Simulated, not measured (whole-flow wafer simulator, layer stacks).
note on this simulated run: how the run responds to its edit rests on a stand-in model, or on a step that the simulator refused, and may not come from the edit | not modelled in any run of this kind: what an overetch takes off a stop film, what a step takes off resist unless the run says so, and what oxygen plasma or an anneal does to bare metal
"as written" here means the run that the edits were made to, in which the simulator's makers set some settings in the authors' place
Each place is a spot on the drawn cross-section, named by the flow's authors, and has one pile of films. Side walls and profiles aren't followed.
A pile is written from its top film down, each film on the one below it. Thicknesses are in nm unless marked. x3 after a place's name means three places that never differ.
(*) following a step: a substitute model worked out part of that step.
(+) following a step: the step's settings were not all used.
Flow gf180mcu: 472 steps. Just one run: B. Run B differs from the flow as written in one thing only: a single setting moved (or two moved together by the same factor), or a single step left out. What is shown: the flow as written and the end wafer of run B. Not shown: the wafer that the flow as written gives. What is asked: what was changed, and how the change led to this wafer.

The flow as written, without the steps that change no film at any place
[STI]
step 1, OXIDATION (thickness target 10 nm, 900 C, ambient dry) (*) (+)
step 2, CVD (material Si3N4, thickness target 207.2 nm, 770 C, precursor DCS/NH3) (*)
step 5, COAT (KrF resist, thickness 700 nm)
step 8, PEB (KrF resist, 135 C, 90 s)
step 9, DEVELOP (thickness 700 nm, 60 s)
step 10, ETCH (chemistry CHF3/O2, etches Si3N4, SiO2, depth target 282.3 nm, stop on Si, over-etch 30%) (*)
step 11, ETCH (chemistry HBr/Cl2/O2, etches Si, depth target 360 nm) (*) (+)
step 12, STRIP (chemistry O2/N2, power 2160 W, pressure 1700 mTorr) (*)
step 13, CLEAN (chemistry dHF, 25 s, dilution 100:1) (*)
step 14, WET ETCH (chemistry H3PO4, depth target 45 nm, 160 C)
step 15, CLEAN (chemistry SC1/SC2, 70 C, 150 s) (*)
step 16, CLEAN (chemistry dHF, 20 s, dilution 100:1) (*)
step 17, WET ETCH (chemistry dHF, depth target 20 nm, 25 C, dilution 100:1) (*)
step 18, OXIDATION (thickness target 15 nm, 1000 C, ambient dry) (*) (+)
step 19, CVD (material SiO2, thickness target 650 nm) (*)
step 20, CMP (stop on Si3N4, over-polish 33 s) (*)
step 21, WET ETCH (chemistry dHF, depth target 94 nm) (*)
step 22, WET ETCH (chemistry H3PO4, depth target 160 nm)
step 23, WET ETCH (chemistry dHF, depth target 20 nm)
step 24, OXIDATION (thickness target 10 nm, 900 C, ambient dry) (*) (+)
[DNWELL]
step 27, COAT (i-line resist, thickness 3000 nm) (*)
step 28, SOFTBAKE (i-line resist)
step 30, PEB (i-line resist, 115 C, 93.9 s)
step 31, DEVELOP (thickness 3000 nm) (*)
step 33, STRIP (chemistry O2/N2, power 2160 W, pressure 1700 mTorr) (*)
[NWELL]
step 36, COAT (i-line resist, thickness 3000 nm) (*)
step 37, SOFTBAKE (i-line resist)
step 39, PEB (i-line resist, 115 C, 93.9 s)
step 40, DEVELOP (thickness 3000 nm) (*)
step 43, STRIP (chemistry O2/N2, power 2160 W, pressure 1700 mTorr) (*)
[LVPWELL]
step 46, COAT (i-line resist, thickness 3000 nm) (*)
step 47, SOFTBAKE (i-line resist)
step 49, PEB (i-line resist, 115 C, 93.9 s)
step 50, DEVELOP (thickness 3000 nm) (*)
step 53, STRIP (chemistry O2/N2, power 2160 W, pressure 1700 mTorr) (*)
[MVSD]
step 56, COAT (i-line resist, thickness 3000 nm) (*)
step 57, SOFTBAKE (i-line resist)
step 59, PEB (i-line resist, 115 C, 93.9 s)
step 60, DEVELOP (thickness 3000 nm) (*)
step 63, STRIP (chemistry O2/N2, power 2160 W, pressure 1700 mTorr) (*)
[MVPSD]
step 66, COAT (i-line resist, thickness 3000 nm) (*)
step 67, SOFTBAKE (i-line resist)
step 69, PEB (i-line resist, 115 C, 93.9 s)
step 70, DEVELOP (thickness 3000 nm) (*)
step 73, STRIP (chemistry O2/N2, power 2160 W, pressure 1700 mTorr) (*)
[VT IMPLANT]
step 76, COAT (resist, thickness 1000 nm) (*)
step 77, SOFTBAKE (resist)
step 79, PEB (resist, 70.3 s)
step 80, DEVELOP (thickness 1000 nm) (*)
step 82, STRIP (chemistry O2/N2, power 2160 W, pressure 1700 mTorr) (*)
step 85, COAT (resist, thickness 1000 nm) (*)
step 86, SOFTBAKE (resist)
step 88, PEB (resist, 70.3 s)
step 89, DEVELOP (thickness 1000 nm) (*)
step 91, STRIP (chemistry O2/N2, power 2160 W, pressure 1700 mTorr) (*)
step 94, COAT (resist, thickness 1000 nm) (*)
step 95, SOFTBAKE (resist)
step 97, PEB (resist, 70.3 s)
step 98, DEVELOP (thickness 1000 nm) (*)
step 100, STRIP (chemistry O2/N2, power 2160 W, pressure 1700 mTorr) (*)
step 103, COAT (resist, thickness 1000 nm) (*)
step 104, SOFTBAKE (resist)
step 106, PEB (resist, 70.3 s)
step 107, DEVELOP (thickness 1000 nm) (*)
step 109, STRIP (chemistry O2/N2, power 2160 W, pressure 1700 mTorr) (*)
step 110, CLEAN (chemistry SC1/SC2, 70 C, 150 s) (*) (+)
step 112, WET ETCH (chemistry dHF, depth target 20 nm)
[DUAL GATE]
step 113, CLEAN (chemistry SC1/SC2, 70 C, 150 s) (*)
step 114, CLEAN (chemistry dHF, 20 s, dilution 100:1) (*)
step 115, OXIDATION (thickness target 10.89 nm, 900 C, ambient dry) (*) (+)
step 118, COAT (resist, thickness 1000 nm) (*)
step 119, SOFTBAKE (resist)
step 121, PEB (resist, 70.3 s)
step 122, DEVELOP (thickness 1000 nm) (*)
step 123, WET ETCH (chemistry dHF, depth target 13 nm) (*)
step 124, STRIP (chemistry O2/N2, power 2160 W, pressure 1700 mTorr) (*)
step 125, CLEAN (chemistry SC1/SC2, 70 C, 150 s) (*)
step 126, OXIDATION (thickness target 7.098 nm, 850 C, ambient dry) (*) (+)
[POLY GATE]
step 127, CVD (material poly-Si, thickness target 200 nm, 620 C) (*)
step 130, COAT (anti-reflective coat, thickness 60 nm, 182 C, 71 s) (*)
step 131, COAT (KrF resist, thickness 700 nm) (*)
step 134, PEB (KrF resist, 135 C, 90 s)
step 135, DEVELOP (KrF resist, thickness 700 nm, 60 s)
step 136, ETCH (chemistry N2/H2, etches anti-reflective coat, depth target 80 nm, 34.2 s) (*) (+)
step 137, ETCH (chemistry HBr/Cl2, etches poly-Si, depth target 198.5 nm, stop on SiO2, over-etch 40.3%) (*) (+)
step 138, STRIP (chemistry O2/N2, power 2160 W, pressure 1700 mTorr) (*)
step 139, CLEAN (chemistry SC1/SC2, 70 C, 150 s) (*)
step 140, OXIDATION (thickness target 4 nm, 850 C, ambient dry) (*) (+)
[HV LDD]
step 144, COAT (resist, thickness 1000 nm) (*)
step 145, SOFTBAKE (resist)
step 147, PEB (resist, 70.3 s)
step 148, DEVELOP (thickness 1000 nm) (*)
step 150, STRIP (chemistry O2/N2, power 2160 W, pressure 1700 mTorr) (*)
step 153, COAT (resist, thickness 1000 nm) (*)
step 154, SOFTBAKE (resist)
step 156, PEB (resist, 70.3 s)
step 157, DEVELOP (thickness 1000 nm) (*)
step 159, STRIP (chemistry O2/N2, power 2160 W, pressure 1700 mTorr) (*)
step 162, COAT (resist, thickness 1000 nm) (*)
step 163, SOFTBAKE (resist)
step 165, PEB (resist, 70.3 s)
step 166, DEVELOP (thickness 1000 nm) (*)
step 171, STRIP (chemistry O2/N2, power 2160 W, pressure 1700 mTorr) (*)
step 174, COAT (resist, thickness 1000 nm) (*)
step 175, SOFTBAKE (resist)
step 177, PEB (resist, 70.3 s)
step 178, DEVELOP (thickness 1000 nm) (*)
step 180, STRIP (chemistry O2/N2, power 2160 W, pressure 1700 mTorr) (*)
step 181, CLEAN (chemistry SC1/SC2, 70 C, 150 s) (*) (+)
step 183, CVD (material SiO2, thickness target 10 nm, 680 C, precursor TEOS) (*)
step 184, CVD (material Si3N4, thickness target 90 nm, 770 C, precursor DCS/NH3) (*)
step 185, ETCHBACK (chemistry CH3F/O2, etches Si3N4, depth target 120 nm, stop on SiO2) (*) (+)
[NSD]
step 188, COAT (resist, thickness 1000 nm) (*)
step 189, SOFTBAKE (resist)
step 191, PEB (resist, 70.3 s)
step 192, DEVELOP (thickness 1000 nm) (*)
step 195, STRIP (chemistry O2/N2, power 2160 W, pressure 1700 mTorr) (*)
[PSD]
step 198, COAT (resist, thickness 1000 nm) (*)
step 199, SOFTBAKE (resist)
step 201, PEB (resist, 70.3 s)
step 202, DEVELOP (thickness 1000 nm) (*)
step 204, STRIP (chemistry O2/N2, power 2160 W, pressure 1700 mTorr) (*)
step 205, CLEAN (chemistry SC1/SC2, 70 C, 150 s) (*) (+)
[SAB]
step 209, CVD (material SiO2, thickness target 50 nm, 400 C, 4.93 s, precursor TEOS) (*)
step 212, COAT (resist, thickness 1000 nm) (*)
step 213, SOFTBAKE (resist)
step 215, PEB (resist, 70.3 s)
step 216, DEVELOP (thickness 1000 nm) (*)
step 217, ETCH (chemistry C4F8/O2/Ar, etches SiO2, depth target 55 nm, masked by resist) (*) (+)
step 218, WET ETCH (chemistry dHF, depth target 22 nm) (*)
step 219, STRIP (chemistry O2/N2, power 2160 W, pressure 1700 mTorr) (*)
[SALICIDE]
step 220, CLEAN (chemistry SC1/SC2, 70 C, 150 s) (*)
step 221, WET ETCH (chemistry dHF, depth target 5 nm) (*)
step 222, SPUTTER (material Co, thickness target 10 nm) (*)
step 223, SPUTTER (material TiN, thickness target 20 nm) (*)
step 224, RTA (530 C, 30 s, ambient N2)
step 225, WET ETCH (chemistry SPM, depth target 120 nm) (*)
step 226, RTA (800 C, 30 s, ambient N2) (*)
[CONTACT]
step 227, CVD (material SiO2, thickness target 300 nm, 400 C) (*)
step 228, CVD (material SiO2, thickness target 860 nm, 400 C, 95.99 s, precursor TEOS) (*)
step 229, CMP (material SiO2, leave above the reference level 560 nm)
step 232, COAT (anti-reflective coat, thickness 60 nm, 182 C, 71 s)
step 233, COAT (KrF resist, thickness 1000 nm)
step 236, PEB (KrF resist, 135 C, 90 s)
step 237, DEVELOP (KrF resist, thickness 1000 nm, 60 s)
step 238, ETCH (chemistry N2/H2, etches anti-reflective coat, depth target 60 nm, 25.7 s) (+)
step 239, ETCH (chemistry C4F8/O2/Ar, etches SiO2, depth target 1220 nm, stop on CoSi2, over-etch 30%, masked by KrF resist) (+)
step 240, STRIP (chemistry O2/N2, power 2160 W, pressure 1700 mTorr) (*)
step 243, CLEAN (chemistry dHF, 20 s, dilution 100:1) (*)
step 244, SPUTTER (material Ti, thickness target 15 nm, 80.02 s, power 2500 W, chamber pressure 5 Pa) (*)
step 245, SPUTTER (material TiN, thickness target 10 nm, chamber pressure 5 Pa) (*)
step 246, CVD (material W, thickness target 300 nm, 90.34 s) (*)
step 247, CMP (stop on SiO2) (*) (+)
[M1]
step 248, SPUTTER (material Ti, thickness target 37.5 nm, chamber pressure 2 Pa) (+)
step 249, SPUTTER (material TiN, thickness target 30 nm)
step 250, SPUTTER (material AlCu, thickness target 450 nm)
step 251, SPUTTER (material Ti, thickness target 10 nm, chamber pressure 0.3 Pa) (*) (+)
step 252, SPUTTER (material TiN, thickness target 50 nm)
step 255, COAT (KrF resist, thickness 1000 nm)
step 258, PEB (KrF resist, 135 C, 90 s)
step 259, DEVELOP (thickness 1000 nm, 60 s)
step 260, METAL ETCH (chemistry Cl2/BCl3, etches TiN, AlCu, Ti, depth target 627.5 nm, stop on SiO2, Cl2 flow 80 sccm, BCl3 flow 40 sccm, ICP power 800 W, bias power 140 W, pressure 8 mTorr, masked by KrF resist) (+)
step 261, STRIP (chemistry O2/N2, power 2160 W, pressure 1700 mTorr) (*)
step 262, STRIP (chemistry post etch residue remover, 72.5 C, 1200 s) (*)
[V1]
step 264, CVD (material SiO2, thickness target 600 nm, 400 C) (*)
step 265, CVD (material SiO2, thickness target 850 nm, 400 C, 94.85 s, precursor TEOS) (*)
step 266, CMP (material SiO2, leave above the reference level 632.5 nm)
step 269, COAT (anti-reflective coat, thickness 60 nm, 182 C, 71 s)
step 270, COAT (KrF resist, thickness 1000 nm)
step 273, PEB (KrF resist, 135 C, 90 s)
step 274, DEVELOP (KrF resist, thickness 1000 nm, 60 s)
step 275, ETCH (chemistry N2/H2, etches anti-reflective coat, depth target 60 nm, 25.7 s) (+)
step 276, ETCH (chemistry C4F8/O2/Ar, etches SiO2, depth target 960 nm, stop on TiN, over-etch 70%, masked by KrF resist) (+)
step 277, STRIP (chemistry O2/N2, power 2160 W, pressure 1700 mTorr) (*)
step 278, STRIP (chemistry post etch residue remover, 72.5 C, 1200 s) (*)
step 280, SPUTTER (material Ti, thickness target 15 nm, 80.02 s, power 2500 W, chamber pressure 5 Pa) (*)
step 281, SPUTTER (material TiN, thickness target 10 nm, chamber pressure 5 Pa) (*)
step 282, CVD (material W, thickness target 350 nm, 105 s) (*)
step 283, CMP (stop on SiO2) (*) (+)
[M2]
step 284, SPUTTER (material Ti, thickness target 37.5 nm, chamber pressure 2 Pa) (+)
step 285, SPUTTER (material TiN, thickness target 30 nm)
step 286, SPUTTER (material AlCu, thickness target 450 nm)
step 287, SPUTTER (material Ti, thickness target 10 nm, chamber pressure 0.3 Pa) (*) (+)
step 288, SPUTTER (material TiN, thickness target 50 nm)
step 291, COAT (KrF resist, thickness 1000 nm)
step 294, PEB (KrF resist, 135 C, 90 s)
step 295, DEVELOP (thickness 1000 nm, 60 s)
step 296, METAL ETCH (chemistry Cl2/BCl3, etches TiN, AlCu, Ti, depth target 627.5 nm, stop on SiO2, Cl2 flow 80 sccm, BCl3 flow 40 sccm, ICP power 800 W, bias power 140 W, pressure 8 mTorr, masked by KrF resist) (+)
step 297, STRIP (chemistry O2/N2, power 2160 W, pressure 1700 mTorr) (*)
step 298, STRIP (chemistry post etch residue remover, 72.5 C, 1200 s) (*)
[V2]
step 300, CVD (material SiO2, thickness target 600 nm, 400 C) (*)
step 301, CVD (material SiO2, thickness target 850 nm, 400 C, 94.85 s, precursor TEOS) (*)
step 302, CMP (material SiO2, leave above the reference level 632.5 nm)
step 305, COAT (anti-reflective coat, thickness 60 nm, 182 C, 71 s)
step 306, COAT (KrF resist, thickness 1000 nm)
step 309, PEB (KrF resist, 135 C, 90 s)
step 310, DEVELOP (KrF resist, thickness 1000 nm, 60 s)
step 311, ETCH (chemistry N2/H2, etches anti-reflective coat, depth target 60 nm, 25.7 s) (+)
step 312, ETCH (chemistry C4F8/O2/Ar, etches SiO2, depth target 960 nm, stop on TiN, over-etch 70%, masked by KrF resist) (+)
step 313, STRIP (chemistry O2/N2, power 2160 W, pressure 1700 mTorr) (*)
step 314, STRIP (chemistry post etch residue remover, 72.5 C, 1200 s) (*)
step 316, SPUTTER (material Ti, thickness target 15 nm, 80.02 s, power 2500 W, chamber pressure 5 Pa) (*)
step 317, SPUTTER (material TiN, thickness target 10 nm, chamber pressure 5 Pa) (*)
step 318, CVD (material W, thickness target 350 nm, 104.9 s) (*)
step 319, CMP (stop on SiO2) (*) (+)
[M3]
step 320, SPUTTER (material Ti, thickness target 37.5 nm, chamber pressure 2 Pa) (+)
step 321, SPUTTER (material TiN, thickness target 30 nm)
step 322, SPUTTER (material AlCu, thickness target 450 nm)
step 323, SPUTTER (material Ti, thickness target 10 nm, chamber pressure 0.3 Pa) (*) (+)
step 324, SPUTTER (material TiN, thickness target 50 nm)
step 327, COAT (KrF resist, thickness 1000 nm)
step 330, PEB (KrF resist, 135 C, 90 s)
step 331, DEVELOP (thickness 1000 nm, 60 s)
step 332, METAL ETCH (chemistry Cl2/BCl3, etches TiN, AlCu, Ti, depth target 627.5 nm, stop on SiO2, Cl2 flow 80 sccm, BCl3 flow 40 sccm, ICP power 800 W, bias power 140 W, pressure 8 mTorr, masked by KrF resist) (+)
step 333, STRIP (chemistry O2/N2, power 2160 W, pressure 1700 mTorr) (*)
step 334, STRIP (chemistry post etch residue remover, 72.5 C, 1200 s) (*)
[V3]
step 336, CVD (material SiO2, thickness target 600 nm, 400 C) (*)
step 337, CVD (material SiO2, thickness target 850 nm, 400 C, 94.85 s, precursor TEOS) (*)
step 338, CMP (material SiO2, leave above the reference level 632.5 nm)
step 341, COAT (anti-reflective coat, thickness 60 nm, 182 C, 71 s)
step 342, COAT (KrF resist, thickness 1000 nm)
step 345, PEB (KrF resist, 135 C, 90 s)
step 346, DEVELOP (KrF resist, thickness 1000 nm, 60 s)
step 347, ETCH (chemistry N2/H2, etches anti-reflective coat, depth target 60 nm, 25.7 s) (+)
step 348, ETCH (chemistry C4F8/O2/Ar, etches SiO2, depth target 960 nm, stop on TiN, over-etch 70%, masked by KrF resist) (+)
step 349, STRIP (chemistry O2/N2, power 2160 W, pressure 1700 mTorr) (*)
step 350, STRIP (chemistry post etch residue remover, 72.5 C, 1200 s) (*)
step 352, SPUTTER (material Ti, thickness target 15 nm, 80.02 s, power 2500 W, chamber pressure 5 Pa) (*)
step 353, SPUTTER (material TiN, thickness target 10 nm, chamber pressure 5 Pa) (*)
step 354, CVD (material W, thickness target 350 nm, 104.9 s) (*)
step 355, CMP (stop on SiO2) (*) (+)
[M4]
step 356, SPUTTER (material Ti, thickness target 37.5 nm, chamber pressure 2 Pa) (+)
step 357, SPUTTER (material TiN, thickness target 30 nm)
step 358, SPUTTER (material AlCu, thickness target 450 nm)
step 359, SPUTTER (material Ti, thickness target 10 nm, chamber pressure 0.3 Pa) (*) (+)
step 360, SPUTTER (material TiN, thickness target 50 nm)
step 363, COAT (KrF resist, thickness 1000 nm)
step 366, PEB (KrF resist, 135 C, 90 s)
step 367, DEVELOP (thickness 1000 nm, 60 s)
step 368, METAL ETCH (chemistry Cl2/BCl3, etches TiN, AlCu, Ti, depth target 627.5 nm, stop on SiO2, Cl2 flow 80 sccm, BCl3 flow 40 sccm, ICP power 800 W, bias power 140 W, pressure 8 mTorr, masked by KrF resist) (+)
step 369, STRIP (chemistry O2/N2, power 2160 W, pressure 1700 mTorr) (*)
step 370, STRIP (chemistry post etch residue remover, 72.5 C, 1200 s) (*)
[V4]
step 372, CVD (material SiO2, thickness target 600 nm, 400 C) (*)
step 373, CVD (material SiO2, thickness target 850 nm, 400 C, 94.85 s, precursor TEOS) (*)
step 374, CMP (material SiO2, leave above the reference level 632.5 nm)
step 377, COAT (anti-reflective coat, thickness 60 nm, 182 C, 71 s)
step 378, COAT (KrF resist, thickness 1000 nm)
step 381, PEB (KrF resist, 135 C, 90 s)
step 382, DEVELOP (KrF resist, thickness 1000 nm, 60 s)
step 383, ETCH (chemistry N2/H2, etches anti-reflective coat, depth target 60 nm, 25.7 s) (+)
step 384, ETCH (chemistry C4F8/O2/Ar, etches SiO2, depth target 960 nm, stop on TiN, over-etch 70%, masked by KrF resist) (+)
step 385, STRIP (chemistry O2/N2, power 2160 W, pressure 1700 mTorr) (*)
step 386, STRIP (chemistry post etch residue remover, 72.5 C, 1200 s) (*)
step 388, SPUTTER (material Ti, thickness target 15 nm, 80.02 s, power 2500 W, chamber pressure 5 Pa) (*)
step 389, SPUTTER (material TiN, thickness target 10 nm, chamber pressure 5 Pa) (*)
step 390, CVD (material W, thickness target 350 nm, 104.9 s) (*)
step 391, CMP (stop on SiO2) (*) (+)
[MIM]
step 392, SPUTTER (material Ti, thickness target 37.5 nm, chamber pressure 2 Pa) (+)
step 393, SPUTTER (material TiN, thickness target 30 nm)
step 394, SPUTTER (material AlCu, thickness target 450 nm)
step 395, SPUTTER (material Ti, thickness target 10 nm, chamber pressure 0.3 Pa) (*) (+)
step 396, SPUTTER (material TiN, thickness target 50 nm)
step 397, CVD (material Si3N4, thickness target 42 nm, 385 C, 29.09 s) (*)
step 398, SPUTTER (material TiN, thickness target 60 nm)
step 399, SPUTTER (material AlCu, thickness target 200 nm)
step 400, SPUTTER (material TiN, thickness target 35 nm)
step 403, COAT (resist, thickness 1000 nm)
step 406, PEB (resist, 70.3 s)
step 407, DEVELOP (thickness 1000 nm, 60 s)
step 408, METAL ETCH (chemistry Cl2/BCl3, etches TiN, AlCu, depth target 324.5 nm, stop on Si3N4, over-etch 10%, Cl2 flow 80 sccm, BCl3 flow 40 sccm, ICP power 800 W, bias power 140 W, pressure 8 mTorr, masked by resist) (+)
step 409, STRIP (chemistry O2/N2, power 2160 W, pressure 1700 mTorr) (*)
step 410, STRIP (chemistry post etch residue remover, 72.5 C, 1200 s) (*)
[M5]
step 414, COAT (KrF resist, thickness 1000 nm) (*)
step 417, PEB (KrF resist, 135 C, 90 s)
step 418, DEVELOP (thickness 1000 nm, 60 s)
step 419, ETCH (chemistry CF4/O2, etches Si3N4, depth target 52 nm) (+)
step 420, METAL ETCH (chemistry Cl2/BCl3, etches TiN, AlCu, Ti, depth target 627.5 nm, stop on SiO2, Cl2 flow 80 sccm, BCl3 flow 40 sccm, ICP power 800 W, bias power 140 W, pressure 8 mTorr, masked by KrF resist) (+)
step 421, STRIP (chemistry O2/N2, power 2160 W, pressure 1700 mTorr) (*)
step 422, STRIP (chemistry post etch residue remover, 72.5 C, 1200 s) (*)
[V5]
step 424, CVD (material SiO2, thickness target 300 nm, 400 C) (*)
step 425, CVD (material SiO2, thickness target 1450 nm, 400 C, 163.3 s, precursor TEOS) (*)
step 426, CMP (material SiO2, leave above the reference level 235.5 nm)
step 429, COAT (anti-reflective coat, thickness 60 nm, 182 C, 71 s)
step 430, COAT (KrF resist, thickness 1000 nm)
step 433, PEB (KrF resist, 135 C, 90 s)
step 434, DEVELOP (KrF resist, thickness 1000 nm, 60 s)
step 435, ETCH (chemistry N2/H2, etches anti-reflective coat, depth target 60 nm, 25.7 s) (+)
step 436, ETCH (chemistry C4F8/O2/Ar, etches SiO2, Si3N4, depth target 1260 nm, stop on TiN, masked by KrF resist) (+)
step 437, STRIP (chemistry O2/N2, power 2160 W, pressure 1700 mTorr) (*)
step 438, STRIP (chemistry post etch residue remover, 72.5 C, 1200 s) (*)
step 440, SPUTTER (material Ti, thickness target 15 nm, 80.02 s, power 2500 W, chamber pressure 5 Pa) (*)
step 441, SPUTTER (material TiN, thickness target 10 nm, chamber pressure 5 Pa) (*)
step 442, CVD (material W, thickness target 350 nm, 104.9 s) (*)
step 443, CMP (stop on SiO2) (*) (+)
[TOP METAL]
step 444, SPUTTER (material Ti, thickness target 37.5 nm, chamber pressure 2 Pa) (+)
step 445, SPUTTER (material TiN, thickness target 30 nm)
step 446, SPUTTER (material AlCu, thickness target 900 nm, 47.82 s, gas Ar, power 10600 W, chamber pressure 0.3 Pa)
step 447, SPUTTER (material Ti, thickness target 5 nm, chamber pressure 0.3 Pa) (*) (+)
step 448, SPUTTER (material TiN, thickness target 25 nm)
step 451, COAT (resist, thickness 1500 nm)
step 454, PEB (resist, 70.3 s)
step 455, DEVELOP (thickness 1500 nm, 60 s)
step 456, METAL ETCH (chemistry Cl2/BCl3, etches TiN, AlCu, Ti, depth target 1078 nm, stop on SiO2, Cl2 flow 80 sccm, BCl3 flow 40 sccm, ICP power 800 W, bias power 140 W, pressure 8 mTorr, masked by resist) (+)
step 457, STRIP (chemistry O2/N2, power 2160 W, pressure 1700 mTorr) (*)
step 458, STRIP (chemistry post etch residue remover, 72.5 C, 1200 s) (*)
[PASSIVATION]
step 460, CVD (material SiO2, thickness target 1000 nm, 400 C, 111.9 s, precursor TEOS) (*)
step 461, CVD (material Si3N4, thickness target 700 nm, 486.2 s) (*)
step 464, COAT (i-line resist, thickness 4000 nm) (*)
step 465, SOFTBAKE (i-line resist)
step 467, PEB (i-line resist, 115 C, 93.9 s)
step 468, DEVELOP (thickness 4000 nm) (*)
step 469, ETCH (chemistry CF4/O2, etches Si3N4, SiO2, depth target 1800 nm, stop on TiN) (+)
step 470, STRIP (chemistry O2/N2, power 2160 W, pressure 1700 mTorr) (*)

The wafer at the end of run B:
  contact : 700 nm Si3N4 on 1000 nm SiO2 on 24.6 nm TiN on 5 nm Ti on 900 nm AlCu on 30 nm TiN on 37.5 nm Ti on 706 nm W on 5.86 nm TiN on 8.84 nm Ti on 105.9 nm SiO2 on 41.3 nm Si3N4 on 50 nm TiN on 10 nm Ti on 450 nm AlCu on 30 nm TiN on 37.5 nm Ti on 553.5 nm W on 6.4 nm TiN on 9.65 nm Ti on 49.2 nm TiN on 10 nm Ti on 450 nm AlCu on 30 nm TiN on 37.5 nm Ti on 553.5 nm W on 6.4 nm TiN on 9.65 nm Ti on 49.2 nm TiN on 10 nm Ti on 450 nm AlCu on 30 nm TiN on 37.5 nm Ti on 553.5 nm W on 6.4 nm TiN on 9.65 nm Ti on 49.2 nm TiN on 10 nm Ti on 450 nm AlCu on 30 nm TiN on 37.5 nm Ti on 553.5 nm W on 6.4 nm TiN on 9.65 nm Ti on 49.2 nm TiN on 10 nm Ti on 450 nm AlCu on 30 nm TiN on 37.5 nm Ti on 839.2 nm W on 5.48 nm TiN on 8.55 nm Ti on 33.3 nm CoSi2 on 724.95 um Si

The reason: step 436, ETCH: depth target 724 nm was run, though the flow has depth target 1260 nm.

Step by step, how the change led to this:
  step 436, ETCH (chemistry C4F8/O2/Ar, etches SiO2, Si3N4, depth target 1260 nm, stop on TiN, masked by KrF resist) (+)
      contact: -724 SiO2 (it would be, as written: -829.9 SiO2 (all of it), -41.3 Si3N4 (all of it))
      field, field__w1, field__w2 and 108 more: -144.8 KrF resist (it would be, as written: -252 KrF resist)
  step 437, STRIP (chemistry O2/N2, power 2160 W, pressure 1700 mTorr) (*)
      field, field__w1, field__w2 and 108 more: -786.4 KrF resist (all of it), -60 anti-reflective coat (all of it) (it would be, as written: -679.2 KrF resist (all of it), -60 anti-reflective coat (all of it))
  step 440, SPUTTER (material Ti, thickness target 15 nm, 80.02 s, power 2500 W, chamber pressure 5 Pa) (*)
      contact: +8.84 Ti (new film) (it would be, as written: +8.12 Ti (new film))
  step 442, CVD (material W, thickness target 350 nm, 104.9 s) (*)
      contact: +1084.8 W (new film) (it would be, as written: +1233.6 W (new film))
With metal films that touch counted as one body, contact has 2 bodies (between them, from the top down: SiO2 105.9 / Si3N4 41.3); the flow as written gives 1 body.
